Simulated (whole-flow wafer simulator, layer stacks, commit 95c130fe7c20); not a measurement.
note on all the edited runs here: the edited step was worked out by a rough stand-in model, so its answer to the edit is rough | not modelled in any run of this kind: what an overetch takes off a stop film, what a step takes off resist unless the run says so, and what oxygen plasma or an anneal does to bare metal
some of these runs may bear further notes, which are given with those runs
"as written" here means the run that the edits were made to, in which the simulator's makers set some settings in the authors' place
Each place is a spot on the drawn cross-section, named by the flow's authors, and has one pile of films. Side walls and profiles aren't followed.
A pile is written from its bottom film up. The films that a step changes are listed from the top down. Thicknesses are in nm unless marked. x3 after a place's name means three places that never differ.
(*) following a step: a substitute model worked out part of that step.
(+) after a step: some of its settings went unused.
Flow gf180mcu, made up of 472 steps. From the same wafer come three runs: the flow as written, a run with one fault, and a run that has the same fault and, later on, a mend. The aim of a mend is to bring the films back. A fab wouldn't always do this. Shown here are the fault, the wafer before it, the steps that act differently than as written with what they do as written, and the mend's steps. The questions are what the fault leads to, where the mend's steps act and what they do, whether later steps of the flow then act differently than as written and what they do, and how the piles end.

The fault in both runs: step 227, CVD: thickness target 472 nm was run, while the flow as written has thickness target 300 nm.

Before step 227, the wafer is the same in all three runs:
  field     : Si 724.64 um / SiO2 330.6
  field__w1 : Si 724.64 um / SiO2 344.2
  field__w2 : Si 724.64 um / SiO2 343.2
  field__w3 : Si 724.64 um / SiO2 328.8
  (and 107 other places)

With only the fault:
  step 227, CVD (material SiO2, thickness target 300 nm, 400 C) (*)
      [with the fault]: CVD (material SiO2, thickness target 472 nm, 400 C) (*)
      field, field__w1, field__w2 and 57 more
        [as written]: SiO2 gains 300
        [with the fault]: SiO2 gains 472
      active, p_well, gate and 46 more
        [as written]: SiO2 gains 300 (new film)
        [with the fault]: SiO2 gains 472 (new film)
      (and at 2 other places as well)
  Steps further on in the flow that do not act as written:
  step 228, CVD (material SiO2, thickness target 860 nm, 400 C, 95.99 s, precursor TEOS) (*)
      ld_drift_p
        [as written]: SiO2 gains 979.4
        [with the fault]: SiO2 gains 935.9
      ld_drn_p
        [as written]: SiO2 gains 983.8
        [with the fault]: SiO2 gains 935.9
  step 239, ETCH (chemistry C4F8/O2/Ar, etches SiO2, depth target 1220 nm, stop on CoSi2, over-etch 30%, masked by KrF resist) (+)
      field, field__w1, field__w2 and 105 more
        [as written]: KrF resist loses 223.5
        [with the fault]: KrF resist loses 244
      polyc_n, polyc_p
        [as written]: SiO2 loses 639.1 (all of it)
        [with the fault]: SiO2 loses 811.1 (all of it)
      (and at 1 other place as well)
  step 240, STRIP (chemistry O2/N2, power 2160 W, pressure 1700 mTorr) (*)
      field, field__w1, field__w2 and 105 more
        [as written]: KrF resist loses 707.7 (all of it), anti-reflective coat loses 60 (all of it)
        [with the fault]: KrF resist loses 687.2 (all of it), anti-reflective coat loses 60 (all of it)
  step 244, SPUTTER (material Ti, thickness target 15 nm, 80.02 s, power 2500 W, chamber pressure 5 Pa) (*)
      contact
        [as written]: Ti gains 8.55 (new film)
        [with the fault]: Ti gains 7.74 (new film)
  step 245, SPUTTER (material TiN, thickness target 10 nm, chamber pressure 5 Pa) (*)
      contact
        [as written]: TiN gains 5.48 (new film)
        [with the fault]: TiN gains 4.97 (new film)
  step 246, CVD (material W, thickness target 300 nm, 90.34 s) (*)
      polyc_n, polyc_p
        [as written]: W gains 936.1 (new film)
        [with the fault]: W gains 1108.1 (new film)
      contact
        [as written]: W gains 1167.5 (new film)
        [with the fault]: W gains 1340.8 (new film)
  At field, field__w1, field__w2 and 109 more, the piles at the end differ from the flow's by more than 2% or 0.5 nm, whichever is larger.
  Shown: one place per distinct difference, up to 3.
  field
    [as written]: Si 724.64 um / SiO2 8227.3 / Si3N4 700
    [with the fault]: Si 724.64 um / SiO2 8399.3 / Si3N4 700
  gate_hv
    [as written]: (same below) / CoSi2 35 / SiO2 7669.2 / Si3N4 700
    [with the fault]: (same below) / CoSi2 35 / SiO2 7841.2 / Si3N4 700
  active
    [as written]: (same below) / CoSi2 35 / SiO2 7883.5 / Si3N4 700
    [with the fault]: (same below) / CoSi2 35 / SiO2 8055.5 / Si3N4 700

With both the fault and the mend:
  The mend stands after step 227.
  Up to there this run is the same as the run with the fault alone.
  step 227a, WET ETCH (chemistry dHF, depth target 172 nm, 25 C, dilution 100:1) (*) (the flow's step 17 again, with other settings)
      field, field__w1, field__w2 and 108 more
        SiO2 loses 172
  Steps further on in the flow that do not act as written:
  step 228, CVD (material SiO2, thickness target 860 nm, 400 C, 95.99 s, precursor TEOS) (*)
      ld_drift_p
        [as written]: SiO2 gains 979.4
        [with the mend]: SiO2 gains 935.9
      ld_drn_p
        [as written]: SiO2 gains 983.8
        [with the mend]: SiO2 gains 935.9
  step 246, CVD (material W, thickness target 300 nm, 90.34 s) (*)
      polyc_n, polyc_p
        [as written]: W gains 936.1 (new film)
        [with the mend]: W gains 833 (new film), void gains 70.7 (new film), W gains 32.4 (new film)
  At polyc_n, polyc_p, the piles at the end differ from the flow's by more than 2% or 0.5 nm, whichever is larger.
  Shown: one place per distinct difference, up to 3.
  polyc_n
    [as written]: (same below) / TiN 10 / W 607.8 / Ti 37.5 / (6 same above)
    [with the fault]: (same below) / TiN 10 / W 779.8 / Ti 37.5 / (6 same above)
    [with the mend]: (same below) / TiN 10 / W 32.4 / void 70.7 / W 504.8 / Ti 37.5 / (6 same above)
